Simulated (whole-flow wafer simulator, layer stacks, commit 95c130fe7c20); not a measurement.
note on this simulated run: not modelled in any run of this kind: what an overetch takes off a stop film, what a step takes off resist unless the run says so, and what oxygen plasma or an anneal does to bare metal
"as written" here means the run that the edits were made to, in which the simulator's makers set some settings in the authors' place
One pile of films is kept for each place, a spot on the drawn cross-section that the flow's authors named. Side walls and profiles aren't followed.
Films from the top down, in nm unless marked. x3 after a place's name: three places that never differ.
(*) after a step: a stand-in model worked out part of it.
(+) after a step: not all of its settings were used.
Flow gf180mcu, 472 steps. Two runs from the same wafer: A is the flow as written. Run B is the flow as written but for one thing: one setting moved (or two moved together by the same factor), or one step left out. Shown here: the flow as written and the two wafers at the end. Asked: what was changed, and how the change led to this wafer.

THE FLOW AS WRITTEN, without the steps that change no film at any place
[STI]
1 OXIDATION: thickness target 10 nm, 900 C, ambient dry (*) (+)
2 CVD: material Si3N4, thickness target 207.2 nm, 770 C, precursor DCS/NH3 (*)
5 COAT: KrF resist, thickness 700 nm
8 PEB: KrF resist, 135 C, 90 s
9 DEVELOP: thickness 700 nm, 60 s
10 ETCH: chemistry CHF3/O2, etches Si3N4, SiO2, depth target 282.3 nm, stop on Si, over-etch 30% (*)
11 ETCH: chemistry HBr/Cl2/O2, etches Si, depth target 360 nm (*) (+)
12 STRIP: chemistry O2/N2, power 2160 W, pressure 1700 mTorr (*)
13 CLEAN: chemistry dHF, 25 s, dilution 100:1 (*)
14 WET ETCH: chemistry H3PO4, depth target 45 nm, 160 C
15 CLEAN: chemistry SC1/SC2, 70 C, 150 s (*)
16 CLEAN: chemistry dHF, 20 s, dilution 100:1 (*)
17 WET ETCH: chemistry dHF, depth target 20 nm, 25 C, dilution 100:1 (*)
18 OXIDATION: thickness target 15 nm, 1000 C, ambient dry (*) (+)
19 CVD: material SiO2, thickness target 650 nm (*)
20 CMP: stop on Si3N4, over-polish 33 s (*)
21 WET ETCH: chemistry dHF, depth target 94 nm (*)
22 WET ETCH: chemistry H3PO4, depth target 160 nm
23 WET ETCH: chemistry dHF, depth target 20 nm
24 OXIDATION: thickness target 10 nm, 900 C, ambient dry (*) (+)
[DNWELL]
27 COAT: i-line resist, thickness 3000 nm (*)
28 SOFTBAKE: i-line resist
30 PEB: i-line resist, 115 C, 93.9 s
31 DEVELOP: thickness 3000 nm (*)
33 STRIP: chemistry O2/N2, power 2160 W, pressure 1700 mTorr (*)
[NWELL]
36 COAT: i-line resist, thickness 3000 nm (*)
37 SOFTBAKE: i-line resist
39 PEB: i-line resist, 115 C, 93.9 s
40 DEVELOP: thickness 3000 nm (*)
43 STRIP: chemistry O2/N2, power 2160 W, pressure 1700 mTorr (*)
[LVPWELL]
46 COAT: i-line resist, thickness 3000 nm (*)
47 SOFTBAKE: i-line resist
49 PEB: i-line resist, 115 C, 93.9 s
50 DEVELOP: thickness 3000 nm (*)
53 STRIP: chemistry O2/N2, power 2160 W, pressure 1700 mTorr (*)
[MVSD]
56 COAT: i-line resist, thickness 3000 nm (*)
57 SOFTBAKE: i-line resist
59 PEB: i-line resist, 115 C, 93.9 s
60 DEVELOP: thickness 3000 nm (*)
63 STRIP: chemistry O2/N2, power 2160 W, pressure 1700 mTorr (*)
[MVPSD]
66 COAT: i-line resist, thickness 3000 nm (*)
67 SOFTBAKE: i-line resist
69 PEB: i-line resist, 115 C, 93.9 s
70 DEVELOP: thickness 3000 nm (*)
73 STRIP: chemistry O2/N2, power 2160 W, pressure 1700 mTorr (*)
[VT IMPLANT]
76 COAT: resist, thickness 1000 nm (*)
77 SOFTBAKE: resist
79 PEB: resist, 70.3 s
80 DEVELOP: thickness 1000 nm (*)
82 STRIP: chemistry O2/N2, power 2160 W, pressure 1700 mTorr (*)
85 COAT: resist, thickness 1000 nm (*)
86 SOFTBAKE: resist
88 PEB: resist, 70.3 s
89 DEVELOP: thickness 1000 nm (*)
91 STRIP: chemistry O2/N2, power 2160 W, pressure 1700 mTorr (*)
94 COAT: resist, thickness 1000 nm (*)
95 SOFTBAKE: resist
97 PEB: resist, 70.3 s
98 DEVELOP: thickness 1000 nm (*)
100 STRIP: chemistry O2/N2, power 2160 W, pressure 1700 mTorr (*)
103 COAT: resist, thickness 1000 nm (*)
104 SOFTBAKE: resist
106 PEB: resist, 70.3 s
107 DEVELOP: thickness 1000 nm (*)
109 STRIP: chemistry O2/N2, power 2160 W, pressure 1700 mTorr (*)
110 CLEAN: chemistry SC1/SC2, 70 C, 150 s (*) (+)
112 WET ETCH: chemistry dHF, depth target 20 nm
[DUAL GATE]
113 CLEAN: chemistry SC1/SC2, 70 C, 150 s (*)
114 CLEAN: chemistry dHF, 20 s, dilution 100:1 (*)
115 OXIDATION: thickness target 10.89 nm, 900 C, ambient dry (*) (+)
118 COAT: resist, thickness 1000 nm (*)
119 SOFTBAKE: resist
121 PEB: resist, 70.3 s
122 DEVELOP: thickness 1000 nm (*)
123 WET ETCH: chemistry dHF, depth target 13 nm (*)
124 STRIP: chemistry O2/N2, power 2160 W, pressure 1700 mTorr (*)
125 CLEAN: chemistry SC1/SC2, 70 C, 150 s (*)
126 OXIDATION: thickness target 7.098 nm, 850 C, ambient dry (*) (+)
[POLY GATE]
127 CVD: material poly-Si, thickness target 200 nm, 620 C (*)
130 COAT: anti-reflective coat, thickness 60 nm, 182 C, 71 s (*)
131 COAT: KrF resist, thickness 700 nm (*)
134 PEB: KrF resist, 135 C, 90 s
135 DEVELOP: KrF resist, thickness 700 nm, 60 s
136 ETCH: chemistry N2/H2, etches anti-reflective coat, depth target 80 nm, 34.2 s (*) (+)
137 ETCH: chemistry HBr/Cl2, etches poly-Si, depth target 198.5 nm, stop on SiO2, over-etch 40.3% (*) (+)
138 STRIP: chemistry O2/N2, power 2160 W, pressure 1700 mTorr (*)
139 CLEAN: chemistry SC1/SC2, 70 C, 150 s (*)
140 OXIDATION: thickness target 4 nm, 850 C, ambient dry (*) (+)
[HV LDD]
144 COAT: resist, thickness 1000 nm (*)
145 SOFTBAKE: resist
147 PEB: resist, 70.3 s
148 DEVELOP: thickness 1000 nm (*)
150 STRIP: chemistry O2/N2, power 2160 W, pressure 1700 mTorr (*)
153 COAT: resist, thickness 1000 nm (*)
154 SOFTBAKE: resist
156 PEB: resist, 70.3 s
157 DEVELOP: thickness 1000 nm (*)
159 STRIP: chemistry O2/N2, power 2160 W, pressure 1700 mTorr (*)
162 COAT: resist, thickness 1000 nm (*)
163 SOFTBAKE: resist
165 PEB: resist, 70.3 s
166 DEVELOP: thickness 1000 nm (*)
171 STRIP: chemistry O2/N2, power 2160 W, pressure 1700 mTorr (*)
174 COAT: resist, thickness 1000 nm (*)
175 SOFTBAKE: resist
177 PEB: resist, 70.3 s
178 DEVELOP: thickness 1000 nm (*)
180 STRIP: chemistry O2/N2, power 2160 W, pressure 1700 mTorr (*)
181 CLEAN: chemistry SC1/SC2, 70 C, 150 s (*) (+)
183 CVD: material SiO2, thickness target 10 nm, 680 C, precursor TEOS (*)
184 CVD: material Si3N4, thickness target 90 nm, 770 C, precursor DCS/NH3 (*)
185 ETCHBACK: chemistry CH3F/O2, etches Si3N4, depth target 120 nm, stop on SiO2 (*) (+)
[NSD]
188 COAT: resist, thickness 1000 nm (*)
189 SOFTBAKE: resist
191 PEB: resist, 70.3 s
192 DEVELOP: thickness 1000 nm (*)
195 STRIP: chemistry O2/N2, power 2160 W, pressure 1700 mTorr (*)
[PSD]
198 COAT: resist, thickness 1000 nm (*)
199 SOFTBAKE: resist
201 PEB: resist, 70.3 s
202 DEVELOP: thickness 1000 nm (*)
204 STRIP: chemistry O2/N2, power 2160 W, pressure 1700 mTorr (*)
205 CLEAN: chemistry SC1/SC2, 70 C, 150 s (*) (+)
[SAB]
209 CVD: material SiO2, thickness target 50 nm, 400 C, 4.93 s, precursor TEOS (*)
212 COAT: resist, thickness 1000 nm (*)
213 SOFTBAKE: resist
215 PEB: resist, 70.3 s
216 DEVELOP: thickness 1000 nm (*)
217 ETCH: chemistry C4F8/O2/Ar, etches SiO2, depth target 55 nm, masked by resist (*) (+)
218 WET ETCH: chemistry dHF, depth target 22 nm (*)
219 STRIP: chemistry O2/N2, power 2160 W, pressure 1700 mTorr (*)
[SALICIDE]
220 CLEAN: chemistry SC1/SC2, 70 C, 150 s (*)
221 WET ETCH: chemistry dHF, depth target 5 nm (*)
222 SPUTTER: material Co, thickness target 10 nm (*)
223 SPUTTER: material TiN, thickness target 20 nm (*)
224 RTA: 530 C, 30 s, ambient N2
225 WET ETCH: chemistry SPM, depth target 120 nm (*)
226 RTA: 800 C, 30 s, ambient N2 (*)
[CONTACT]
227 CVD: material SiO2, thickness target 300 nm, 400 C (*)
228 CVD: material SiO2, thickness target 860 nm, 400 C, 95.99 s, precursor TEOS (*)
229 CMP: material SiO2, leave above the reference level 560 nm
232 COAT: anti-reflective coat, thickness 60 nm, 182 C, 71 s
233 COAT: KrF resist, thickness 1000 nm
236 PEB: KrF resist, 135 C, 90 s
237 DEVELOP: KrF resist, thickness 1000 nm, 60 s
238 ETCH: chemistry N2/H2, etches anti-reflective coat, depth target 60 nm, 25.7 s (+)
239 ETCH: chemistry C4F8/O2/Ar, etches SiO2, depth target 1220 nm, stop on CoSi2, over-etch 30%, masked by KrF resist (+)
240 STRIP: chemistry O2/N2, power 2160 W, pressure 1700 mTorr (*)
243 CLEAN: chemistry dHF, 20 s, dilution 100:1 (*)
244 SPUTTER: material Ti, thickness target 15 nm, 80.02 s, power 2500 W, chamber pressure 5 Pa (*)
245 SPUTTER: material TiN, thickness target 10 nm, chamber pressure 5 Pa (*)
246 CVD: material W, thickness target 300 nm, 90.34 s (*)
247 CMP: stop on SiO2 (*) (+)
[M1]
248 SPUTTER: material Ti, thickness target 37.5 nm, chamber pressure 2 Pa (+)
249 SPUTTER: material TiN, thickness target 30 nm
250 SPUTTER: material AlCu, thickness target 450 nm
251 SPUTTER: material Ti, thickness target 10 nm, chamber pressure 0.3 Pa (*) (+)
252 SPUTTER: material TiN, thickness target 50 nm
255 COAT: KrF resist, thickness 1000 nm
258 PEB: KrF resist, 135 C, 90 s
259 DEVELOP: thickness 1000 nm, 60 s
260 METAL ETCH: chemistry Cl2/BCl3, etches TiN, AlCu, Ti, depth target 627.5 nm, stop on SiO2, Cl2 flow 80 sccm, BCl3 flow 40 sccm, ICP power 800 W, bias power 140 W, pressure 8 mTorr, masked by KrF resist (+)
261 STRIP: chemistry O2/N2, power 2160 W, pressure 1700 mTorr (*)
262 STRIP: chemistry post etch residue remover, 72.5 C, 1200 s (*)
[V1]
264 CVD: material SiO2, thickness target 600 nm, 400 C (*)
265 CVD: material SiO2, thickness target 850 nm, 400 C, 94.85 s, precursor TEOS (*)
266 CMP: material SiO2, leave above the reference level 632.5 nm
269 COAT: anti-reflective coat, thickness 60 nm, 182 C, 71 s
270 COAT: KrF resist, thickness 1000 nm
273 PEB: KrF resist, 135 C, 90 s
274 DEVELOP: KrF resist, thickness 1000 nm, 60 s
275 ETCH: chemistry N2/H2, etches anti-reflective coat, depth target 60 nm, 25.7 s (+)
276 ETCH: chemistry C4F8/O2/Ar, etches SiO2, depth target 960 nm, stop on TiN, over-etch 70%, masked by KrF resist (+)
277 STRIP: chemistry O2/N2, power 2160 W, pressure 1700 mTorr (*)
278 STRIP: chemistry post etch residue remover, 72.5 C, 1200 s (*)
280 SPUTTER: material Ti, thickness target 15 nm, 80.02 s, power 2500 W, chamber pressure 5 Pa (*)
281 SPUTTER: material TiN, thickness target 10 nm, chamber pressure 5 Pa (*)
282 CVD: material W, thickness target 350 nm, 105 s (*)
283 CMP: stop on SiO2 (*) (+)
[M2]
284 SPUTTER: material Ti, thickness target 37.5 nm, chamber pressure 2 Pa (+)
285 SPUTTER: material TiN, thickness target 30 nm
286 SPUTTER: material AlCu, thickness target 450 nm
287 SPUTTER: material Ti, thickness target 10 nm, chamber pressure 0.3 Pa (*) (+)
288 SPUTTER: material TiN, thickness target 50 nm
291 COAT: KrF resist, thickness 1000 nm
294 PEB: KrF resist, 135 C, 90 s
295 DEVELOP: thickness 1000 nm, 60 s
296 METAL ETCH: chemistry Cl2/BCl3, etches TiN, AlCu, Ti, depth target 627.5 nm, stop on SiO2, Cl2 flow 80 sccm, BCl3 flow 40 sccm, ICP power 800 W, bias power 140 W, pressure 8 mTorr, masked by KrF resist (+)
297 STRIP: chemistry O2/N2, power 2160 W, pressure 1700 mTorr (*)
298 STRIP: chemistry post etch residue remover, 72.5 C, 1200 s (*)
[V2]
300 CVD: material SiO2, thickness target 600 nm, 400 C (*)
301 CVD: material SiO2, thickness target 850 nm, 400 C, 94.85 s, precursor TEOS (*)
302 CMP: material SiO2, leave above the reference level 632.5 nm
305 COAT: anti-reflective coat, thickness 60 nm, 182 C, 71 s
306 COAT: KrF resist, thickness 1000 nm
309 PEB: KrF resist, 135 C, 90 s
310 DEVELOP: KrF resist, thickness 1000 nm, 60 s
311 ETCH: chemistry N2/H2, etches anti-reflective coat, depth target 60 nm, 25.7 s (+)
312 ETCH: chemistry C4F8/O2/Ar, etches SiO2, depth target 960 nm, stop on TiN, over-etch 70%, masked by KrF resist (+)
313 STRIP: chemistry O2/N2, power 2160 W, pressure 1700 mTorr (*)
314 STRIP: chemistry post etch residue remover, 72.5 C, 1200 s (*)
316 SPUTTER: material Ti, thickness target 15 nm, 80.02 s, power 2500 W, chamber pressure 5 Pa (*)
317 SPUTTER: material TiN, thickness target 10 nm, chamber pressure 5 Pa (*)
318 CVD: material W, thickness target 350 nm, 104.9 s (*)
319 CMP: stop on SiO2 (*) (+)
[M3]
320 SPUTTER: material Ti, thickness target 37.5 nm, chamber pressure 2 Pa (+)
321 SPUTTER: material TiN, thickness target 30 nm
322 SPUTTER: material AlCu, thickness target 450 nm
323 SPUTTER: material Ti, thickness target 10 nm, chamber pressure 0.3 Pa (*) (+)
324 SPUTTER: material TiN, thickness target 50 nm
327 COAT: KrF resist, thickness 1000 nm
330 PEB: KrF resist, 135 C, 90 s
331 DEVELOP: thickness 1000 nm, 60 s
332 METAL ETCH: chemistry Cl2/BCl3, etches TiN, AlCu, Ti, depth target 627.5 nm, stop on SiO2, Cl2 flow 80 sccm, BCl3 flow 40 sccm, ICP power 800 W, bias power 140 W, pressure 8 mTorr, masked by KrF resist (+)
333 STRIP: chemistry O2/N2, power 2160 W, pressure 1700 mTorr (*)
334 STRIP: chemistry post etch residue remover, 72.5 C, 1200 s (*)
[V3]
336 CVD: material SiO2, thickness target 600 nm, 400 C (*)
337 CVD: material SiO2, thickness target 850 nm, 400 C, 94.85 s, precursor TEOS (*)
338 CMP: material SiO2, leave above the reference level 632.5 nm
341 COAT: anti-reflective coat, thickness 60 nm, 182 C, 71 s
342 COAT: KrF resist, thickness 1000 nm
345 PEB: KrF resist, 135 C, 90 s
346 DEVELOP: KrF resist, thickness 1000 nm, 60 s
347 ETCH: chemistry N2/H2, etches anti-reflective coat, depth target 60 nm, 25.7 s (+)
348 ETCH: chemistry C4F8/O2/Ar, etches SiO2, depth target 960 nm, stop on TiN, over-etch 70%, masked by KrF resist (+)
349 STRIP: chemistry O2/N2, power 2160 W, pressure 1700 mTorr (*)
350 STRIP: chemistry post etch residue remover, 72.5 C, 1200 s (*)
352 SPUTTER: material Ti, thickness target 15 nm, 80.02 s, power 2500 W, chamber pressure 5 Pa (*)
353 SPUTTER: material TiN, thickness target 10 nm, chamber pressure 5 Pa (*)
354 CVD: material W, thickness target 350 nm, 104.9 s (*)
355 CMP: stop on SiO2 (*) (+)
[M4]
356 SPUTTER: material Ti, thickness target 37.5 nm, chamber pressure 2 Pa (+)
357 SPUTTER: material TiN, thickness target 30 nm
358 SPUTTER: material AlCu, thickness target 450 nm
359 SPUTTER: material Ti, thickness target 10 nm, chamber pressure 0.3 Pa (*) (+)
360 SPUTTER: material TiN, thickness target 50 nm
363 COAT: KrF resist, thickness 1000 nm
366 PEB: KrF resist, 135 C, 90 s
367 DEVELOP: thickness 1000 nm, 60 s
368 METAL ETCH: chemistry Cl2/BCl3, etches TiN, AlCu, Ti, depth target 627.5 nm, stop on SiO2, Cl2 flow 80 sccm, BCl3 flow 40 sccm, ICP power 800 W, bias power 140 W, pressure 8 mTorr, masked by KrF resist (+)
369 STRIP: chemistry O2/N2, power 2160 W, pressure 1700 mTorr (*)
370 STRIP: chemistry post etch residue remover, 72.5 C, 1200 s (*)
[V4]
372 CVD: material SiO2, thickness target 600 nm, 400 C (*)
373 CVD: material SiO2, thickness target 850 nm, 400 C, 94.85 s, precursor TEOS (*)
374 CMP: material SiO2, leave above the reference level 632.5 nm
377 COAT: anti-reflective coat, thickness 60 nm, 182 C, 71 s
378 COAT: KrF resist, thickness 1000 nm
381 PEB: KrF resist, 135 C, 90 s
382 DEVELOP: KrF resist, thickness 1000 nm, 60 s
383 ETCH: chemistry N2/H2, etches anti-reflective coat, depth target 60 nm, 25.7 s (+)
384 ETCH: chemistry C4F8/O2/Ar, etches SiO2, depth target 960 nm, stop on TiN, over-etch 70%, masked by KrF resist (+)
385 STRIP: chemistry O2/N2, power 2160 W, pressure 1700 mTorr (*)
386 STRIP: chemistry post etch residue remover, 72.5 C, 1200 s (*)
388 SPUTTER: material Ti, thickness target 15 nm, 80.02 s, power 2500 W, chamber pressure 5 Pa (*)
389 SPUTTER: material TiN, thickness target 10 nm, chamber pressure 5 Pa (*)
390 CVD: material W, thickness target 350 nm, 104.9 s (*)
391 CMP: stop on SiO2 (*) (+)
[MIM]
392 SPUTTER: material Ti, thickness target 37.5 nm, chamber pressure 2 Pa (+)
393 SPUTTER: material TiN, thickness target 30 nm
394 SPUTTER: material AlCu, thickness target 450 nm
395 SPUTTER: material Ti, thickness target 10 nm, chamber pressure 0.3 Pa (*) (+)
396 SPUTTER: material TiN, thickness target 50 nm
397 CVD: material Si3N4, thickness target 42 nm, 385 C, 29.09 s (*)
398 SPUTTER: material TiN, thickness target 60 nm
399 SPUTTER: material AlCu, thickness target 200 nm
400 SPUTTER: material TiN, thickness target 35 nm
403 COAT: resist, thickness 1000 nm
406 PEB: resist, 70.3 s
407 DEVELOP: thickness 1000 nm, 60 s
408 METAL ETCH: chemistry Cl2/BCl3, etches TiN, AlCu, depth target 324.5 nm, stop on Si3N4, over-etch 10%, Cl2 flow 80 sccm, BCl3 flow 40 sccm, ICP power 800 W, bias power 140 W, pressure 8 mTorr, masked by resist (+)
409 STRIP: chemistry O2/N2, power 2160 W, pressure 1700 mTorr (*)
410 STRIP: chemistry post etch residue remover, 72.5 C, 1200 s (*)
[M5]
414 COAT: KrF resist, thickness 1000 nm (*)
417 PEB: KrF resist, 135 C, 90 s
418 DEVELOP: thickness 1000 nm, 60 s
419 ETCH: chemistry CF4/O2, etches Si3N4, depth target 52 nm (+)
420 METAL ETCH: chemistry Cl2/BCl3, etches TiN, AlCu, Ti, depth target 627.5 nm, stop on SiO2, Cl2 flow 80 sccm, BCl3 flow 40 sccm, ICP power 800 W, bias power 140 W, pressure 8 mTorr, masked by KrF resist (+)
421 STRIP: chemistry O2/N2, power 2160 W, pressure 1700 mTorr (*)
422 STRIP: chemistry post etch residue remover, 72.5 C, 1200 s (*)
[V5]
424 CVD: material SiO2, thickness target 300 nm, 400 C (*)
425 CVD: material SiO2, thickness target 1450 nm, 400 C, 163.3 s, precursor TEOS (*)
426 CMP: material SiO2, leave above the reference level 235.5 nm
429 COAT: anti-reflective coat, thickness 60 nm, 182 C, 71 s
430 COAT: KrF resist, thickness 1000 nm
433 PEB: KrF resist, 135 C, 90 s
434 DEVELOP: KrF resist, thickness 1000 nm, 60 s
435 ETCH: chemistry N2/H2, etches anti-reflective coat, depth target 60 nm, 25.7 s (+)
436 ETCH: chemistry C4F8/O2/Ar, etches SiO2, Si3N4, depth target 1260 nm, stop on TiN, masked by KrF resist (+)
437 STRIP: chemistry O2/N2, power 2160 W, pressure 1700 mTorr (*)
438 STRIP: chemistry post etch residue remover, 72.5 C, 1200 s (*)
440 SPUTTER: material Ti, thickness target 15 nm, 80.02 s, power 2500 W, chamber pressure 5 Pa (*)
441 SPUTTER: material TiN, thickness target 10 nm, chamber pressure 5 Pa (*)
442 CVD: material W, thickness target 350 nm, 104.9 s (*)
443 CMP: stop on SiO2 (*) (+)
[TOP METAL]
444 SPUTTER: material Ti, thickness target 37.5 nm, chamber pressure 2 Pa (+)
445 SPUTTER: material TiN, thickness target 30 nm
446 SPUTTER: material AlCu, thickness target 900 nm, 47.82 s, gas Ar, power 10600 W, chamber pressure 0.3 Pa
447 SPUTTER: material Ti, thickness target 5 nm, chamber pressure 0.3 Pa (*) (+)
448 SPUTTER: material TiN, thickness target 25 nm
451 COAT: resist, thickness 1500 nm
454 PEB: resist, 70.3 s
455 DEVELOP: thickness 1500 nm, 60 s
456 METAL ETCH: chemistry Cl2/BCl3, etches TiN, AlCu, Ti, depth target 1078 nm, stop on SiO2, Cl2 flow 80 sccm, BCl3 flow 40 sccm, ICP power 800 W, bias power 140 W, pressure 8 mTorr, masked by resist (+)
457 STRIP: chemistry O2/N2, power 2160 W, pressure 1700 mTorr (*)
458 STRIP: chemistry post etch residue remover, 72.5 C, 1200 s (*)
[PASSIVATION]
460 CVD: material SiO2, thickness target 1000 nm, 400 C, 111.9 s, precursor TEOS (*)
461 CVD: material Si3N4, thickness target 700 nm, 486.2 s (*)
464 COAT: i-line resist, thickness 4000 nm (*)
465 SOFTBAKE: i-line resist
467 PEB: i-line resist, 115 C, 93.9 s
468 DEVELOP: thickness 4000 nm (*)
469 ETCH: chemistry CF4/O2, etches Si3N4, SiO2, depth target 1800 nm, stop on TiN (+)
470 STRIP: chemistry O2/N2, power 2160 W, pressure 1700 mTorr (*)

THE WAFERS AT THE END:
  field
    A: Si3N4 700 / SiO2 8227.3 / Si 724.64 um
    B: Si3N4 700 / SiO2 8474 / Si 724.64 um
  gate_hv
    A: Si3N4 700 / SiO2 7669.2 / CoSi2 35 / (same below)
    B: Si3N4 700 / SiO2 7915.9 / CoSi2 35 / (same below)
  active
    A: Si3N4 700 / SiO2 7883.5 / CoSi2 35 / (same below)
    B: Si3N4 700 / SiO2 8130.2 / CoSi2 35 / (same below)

The cause: step 374, CMP: leave above the reference level 879.2 nm was run, where the flow has leave above the reference level 632.5 nm.

How the change led to this, step by step:
  374 CMP: material SiO2, leave above the reference level 632.5 nm
      field, field__w1, field__w2 and 103 more: A SiO2 -300 | B SiO2 -53.3
      field__w8, contact, m1, m1__w1, m1_nw: A SiO2 -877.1 | B SiO2 -630.4
  384 ETCH: chemistry C4F8/O2/Ar, etches SiO2, depth target 960 nm, stop on TiN, over-etch 70%, masked by KrF resist (+)
      contact: A SiO2 -572.5 (all of it) | B SiO2 -819.2 (all of it)
  388 SPUTTER: material Ti, thickness target 15 nm, 80.02 s, power 2500 W, chamber pressure 5 Pa (*)
      contact: A Ti +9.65 (new film) | B Ti +8.37 (new film)
  389 SPUTTER: material TiN, thickness target 10 nm, chamber pressure 5 Pa (*)
      contact: A TiN +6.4 (new film) | B TiN +5.54 (new film)
  390 CVD: material W, thickness target 350 nm, 104.9 s (*)
      contact: A W +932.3 (new film) | B W +1181.1 (new film)
